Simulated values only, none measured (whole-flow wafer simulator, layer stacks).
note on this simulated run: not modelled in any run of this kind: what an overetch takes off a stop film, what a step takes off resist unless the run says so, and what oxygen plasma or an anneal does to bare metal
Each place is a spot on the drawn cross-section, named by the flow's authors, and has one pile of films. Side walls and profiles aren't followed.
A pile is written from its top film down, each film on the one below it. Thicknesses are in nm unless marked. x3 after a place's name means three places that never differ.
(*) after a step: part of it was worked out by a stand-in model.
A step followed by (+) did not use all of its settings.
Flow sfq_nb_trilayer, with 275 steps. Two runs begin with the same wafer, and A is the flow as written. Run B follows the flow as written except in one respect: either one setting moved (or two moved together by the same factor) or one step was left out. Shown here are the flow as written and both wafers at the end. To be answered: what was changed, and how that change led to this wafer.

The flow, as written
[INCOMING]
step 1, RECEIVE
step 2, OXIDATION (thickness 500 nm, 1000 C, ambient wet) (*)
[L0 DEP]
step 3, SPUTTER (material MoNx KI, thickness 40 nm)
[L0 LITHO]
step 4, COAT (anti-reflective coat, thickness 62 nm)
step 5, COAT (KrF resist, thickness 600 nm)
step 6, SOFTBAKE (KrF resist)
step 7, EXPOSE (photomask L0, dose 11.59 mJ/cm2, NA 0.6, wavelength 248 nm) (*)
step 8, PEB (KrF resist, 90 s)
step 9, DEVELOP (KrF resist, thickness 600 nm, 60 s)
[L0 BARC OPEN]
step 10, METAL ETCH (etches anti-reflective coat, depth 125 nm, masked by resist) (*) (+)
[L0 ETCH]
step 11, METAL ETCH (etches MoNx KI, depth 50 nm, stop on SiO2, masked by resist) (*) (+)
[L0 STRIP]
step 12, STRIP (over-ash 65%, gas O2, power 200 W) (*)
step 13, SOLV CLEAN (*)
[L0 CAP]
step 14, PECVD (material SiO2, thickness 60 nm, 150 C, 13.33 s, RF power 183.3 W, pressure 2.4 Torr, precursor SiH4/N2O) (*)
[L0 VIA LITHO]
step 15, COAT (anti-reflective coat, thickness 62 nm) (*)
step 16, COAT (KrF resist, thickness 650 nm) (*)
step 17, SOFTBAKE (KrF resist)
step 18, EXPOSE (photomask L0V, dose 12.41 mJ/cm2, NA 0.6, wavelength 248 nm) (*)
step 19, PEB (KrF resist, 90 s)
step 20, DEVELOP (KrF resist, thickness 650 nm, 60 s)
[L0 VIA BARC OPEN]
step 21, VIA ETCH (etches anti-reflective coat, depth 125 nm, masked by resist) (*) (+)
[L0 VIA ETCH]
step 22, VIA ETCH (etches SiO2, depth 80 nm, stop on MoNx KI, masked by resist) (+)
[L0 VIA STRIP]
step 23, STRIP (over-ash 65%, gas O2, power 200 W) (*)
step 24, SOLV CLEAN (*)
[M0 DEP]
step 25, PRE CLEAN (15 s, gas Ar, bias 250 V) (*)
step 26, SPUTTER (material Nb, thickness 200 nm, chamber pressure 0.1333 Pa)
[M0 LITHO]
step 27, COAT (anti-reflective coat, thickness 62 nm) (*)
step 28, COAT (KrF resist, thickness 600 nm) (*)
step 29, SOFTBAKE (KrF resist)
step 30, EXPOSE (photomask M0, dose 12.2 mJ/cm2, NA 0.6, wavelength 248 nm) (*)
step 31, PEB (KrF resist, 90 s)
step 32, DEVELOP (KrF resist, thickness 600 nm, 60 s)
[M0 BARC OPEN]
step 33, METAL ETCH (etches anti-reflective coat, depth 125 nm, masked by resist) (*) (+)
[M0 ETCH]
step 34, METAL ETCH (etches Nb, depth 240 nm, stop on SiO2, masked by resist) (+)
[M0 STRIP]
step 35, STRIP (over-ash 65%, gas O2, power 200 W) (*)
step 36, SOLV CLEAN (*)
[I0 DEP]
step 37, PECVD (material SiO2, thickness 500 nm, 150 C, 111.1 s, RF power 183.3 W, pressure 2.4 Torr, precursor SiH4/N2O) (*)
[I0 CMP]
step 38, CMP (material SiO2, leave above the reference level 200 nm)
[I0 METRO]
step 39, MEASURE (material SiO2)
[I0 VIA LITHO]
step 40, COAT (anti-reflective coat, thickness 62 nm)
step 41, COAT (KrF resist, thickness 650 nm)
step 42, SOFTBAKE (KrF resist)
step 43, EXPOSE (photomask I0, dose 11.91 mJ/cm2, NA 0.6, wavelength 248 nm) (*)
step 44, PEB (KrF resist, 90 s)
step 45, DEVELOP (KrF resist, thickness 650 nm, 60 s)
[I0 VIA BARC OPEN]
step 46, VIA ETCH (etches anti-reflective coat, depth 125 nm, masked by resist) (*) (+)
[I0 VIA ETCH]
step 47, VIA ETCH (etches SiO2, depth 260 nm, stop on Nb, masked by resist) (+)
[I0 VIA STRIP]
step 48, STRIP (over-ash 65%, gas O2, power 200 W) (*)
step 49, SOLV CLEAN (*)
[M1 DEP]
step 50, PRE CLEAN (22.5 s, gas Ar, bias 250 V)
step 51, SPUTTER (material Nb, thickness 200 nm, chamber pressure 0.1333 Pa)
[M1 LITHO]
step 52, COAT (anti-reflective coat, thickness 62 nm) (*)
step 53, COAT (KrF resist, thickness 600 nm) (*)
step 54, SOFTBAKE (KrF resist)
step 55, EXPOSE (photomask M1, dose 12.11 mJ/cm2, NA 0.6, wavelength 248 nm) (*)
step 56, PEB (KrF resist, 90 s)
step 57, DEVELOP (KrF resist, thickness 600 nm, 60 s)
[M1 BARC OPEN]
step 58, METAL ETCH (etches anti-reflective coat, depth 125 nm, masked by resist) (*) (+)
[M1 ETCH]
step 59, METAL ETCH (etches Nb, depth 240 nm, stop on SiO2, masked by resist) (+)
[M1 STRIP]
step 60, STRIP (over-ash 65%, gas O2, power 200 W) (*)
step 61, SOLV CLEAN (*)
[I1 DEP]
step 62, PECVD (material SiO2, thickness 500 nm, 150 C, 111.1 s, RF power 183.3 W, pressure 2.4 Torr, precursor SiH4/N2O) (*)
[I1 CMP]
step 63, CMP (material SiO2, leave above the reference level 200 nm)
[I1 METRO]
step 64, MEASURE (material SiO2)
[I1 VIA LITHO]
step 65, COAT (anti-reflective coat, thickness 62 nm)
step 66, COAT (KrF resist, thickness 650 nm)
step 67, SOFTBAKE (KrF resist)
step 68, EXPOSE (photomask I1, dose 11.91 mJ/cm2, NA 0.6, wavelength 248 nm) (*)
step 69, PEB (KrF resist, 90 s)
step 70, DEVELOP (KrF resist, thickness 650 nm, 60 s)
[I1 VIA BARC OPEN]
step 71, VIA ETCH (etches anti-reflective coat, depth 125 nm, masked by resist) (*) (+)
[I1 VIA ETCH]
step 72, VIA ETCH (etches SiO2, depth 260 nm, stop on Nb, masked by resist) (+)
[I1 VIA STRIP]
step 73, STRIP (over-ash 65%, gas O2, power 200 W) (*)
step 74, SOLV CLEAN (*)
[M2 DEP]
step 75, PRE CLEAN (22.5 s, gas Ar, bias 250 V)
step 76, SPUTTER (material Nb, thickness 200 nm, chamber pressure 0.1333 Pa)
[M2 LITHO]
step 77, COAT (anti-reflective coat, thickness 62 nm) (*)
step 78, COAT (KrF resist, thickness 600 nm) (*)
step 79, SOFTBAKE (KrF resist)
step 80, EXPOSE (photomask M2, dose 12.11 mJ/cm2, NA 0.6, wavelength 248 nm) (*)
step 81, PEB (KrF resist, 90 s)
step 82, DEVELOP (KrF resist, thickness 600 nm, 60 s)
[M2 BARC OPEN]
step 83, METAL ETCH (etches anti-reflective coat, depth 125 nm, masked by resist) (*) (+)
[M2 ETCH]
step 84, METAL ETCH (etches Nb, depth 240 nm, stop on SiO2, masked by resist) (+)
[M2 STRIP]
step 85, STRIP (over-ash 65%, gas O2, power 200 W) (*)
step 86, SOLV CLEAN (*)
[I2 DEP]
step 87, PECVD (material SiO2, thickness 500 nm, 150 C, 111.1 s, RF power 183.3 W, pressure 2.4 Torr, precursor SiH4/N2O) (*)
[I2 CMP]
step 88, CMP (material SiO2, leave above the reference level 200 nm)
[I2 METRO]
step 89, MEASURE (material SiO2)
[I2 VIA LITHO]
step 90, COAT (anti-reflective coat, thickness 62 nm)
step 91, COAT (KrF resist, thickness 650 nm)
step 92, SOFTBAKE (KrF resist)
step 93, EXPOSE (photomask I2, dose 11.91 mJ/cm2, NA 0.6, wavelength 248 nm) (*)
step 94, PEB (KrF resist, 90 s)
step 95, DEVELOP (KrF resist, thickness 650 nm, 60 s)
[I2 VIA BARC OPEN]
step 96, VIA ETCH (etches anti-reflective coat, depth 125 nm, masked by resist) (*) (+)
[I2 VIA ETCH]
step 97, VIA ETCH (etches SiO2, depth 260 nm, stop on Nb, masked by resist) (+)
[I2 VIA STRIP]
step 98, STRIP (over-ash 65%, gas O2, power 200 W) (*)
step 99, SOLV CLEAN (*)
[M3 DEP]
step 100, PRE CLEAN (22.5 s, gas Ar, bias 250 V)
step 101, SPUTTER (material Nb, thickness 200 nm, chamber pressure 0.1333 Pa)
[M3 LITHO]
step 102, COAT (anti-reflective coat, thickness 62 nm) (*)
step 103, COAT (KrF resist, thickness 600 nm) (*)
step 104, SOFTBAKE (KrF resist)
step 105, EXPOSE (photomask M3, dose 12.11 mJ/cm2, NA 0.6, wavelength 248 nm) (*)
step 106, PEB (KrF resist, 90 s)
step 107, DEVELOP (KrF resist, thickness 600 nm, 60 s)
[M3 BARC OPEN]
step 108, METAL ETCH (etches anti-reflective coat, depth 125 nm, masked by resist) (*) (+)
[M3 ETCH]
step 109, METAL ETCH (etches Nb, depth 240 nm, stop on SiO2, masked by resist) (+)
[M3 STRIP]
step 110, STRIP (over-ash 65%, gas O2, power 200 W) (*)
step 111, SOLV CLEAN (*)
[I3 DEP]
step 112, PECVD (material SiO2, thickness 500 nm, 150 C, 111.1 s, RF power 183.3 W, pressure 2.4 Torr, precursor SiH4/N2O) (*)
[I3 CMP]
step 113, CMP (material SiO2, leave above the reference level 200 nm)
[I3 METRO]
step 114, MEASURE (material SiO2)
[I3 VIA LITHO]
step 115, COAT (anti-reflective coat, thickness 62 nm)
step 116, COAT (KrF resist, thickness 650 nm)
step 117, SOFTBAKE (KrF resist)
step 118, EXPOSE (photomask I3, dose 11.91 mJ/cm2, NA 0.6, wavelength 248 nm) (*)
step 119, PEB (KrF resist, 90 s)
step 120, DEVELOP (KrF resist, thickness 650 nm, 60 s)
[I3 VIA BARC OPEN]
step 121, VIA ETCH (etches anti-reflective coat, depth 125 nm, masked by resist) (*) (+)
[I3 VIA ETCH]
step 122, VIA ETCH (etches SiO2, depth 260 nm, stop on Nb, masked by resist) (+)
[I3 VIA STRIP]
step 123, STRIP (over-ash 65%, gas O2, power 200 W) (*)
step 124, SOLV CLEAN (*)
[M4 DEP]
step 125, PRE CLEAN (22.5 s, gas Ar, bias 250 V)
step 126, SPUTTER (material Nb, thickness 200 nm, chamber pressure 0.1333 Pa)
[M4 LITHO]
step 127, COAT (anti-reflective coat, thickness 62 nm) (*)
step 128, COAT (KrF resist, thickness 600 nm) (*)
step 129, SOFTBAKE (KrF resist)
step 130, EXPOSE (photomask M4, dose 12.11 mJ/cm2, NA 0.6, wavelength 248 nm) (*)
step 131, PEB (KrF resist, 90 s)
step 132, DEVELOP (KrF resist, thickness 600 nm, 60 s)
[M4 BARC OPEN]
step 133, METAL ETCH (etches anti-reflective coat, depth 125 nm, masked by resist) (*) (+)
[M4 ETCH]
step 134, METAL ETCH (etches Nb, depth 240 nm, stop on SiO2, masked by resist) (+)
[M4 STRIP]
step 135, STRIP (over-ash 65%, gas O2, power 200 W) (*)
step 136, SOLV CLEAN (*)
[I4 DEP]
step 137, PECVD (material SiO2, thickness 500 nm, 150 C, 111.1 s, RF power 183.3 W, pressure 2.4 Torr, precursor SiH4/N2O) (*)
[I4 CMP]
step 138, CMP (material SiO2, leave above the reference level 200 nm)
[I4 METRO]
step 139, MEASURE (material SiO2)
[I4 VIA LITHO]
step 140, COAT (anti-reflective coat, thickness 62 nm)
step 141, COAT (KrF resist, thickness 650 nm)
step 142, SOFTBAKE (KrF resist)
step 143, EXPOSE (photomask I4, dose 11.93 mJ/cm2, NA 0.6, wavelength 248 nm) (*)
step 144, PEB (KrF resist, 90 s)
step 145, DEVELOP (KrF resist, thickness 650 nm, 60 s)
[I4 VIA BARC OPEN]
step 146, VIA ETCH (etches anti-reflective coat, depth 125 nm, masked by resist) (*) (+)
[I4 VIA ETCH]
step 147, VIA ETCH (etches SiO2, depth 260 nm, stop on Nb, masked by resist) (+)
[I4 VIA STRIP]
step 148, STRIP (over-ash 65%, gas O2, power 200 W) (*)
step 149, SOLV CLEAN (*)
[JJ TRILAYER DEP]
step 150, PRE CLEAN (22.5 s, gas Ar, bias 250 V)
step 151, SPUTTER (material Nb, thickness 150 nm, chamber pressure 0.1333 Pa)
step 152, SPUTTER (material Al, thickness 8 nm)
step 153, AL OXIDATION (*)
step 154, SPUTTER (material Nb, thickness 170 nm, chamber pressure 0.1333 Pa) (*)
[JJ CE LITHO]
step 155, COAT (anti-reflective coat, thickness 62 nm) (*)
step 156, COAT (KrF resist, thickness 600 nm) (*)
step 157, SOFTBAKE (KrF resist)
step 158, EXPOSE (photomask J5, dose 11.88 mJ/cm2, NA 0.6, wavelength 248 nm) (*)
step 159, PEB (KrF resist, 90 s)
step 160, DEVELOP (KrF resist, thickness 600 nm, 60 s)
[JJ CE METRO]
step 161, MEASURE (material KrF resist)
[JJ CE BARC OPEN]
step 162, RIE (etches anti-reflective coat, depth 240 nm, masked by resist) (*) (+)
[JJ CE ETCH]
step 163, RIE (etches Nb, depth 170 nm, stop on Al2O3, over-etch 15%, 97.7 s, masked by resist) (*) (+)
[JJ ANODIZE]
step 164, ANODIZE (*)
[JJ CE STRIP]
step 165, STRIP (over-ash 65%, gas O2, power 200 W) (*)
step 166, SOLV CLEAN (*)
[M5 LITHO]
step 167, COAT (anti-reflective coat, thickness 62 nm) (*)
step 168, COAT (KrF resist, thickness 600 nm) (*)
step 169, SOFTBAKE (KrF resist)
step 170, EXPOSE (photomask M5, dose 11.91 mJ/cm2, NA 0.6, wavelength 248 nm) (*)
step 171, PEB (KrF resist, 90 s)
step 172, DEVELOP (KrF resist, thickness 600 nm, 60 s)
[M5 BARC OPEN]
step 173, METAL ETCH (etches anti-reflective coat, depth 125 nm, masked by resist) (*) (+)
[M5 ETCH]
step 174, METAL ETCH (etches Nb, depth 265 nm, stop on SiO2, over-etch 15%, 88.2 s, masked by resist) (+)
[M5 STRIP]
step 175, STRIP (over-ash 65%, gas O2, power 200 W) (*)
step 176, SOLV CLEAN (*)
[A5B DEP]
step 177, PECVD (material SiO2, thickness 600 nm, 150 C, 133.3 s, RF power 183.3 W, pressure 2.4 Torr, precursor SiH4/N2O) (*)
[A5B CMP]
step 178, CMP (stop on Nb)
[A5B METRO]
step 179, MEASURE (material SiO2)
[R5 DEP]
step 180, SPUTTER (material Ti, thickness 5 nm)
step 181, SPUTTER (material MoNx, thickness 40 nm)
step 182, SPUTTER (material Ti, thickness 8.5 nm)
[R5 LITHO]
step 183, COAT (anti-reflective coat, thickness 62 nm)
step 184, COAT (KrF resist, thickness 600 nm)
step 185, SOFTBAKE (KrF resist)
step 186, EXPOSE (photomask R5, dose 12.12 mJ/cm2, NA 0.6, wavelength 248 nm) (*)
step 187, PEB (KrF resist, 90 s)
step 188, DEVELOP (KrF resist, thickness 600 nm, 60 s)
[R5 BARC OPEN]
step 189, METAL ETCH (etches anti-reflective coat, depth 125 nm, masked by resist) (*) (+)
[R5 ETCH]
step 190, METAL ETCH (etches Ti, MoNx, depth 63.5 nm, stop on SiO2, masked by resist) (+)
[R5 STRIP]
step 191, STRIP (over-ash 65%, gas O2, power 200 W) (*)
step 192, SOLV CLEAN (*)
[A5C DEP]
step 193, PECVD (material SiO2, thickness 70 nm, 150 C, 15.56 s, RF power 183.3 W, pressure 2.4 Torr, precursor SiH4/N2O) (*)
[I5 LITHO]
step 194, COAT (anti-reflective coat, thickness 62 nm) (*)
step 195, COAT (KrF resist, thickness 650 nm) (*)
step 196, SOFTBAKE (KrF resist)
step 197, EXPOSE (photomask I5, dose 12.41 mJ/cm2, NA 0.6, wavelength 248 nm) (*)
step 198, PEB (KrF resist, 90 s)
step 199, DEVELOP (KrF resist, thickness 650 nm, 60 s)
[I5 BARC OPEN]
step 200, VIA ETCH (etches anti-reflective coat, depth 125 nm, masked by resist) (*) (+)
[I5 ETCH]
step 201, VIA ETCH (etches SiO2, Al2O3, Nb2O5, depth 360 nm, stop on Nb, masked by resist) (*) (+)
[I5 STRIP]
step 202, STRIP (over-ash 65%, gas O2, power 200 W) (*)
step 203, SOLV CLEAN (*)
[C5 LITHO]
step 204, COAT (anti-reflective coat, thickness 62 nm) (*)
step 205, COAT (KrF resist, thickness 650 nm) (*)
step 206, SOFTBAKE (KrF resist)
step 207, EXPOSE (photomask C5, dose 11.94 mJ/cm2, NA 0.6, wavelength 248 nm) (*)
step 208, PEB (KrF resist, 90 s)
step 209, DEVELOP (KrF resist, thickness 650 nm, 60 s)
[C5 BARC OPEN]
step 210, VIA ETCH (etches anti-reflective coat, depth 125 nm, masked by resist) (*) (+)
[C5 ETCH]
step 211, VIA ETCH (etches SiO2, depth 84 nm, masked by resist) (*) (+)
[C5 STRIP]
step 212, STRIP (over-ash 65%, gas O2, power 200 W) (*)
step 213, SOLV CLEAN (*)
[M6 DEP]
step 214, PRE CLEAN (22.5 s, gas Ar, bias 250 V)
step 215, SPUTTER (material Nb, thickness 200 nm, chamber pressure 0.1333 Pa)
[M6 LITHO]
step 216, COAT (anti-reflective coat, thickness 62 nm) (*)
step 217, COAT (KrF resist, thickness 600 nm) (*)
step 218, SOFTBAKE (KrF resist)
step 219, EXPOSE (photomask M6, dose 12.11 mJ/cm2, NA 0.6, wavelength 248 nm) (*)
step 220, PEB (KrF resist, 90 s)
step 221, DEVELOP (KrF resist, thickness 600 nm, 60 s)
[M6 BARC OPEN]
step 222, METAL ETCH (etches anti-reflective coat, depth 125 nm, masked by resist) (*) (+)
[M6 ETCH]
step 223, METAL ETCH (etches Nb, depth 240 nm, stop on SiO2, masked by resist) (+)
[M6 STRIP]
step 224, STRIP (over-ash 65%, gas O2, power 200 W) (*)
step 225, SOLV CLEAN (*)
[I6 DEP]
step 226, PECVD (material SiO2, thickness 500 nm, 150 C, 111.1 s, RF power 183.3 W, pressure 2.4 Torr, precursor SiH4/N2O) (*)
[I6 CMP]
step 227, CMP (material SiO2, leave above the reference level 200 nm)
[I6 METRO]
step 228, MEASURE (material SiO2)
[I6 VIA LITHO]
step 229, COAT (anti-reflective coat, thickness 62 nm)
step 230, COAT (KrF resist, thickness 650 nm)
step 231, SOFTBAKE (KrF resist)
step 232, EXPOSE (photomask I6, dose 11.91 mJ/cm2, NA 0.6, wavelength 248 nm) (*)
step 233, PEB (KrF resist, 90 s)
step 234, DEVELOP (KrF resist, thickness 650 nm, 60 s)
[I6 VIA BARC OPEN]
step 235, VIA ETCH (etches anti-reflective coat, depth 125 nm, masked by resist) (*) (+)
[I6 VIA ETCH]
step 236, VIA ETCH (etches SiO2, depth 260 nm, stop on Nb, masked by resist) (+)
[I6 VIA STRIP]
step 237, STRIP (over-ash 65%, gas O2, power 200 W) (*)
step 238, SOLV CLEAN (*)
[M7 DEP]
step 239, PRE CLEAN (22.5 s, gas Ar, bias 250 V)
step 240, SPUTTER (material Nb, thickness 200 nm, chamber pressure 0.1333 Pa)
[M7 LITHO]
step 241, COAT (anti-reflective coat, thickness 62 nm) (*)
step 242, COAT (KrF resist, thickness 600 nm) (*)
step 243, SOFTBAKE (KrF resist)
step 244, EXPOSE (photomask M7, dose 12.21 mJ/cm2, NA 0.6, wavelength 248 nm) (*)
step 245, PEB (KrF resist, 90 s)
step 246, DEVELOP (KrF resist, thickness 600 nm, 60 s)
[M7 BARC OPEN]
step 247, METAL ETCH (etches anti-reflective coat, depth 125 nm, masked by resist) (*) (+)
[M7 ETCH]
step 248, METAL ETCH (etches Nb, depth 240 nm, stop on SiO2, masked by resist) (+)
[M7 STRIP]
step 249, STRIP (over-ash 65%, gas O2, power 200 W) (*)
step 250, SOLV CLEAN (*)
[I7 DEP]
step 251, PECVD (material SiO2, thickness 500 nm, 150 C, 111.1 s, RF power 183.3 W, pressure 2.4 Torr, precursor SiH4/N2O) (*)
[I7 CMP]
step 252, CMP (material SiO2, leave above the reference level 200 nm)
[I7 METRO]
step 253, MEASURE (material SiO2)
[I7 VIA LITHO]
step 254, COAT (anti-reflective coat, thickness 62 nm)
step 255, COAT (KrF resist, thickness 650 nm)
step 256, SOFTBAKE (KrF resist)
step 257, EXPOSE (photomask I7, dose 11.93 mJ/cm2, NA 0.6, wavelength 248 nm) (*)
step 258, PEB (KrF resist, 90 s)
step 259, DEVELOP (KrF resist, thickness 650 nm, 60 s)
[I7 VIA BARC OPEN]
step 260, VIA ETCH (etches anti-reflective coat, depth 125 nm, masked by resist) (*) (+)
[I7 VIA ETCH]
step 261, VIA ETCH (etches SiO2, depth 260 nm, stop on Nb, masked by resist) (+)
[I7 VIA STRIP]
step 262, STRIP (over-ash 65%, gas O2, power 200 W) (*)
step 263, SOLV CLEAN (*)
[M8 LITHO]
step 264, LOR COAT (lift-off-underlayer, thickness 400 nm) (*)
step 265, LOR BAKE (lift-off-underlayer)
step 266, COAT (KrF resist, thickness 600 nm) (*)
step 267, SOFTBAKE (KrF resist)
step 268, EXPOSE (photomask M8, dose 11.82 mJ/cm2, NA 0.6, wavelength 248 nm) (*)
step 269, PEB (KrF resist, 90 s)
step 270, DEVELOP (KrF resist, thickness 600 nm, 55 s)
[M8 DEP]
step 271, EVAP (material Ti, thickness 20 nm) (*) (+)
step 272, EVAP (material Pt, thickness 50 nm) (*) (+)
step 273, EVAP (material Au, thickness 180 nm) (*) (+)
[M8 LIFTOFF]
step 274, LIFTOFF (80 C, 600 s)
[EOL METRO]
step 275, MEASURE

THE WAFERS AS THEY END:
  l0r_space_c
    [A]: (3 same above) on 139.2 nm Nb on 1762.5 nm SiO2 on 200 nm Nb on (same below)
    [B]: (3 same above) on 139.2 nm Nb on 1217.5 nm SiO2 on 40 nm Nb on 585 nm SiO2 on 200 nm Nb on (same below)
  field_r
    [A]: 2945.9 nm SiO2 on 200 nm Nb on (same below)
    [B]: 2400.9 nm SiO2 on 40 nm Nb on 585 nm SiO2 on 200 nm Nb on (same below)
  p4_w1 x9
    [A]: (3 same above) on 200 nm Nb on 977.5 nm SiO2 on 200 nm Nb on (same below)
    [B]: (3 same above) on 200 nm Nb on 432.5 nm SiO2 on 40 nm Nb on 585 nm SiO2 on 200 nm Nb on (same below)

What caused this: step 76, SPUTTER: thickness 280 nm was run, though the flow has thickness 200 nm.

Step by step, how the change led to this:
  step 76, SPUTTER (material Nb, thickness 200 nm, chamber pressure 0.1333 Pa)
      field_l, v_sur, via_wl and 102 more: A Nb gains 200 (new film) | B Nb gains 280 (new film)
      via_v: A Nb gains 174.5 | B Nb gains 245.5
  step 84, METAL ETCH (etches Nb, depth 240 nm, stop on SiO2, masked by resist) (+)
      field_l, be, be_sur and 81 more: A Nb loses 200 (all of it) | B Nb loses 240
  step 87, PECVD (material SiO2, thickness 500 nm, 150 C, 111.1 s, RF power 183.3 W, pressure 2.4 Torr, precursor SiH4/N2O) (*)
      field_l, be, be_sur and 81 more: A SiO2 gains 500 | B SiO2 gains 500 (new film)
      via_v: A SiO2 gains 606 (new film) | B SiO2 gains 590.6 (new film)
  step 88, CMP (material SiO2, leave above the reference level 200 nm)
      field_l, be, be_sur and 81 more: A SiO2 loses 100 | B SiO2 loses 60
      via_v: A SiO2 loses 181.6 | B SiO2 loses 157.1
With metal films that touch counted as one body, l0r_space_c has 3 bodies (between them, from the top down: SiO2 1217.5; SiO2 585); the flow as written gives 2 bodies (between them, from the top down: SiO2 1762.5).
With metal films that touch counted as one body, field_r has 2 bodies (between them, from the top down: SiO2 585); the flow as written gives 1 body.
With metal films that touch counted as one body, p4_w1 x9 has 4 bodies (between them, from the top down: SiO2 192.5; SiO2 432.5; SiO2 585); the flow as written gives 3 bodies (between them, from the top down: SiO2 192.5; SiO2 977.5).
